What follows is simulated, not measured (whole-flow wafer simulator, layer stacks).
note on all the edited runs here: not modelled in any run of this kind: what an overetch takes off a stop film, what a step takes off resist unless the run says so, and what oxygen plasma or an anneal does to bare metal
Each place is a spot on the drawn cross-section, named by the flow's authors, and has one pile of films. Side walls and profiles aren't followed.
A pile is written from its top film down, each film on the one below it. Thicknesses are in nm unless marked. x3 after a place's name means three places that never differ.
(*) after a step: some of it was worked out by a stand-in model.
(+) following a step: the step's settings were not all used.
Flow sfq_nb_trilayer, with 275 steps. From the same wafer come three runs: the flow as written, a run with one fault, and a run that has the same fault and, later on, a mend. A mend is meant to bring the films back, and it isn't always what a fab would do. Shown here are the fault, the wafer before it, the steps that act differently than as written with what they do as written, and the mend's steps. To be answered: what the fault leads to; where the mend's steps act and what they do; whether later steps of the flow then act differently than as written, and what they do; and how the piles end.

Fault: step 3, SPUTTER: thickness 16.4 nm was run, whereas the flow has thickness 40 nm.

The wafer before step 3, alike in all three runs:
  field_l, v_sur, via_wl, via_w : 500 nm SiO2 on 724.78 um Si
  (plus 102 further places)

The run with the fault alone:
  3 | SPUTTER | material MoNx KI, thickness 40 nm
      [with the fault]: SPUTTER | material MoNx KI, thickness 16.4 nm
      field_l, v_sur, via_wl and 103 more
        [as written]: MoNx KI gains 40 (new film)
        [with the fault]: MoNx KI gains 16.4 (new film)
  Steps further on in the flow that do not act as written (not shown: 8 more steps that differ only slightly, by at most 2% or 0.5 nm, whichever is larger):
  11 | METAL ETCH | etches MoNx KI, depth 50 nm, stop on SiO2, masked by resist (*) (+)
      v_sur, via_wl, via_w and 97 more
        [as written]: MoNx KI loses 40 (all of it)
        [with the fault]: MoNx KI loses 16.4 (all of it)
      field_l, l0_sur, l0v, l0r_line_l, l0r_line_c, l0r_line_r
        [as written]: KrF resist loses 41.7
        [with the fault]: KrF resist loses 20.5
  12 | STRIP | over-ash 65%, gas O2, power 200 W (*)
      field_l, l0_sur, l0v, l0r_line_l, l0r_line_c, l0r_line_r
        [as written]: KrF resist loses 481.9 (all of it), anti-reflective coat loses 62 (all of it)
        [with the fault]: KrF resist loses 503.1 (all of it), anti-reflective coat loses 62 (all of it)
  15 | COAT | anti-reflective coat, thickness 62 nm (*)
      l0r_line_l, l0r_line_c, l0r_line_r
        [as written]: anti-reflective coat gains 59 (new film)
        [with the fault]: anti-reflective coat gains 60.6 (new film)
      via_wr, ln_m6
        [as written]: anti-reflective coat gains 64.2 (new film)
        [with the fault]: anti-reflective coat gains 62.9 (new film)
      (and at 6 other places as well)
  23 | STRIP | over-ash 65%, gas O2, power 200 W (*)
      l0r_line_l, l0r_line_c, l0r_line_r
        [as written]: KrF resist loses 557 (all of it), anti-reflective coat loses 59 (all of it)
        [with the fault]: KrF resist loses 558.6 (all of it), anti-reflective coat loses 60.6 (all of it)
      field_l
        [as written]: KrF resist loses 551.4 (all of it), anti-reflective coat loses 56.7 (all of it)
        [with the fault]: KrF resist loses 556.4 (all of it), anti-reflective coat loses 59.5 (all of it)
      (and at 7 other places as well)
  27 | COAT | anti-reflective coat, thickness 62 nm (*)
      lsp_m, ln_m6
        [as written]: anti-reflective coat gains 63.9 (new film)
        [with the fault]: anti-reflective coat gains 62.6 (new film)
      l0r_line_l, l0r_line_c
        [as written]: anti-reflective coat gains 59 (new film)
        [with the fault]: anti-reflective coat gains 60.6 (new film)
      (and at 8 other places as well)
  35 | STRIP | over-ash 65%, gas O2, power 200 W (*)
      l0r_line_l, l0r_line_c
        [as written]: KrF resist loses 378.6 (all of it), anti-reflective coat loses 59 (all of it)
        [with the fault]: KrF resist loses 380.8 (all of it), anti-reflective coat loses 60.6 (all of it)
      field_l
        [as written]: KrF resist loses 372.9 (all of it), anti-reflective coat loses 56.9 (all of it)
        [with the fault]: KrF resist loses 378.5 (all of it), anti-reflective coat loses 59.7 (all of it)
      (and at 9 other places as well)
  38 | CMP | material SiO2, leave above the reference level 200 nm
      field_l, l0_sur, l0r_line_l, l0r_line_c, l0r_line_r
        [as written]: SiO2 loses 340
        [with the fault]: SiO2 loses 316.4
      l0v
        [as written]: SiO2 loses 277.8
        [with the fault]: SiO2 loses 254.2
  The piles end different from the flow's at field_l, l0_sur, l0v, l0r_line_l, l0r_line_c, l0r_line_r by more than 2% or 0.5 nm, whichever is larger.
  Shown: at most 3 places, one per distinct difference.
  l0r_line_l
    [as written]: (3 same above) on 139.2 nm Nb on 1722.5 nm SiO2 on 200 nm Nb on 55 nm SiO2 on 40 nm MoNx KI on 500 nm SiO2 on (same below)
    [with the fault]: (3 same above) on 139.2 nm Nb on 1746.1 nm SiO2 on 200 nm Nb on 55 nm SiO2 on 16.4 nm MoNx KI on 500 nm SiO2 on (same below)
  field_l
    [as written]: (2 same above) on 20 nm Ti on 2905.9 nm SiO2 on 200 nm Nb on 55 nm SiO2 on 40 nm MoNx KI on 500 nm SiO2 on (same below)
    [with the fault]: (2 same above) on 20 nm Ti on 2929.5 nm SiO2 on 200 nm Nb on 55 nm SiO2 on 16.4 nm MoNx KI on 500 nm SiO2 on (same below)
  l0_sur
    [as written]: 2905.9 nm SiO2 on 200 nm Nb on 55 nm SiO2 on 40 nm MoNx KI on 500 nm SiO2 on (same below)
    [with the fault]: 2929.5 nm SiO2 on 200 nm Nb on 55 nm SiO2 on 16.4 nm MoNx KI on 500 nm SiO2 on (same below)

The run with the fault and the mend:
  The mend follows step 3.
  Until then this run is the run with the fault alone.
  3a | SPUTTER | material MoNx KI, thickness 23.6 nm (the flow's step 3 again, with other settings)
      field_l, v_sur, via_wl and 103 more
        MoNx KI gains 23.6
  None of the later steps of the flow acts differently than as written at any place that is followed.
  At every place that both follow, the piles at the end match the flow's.
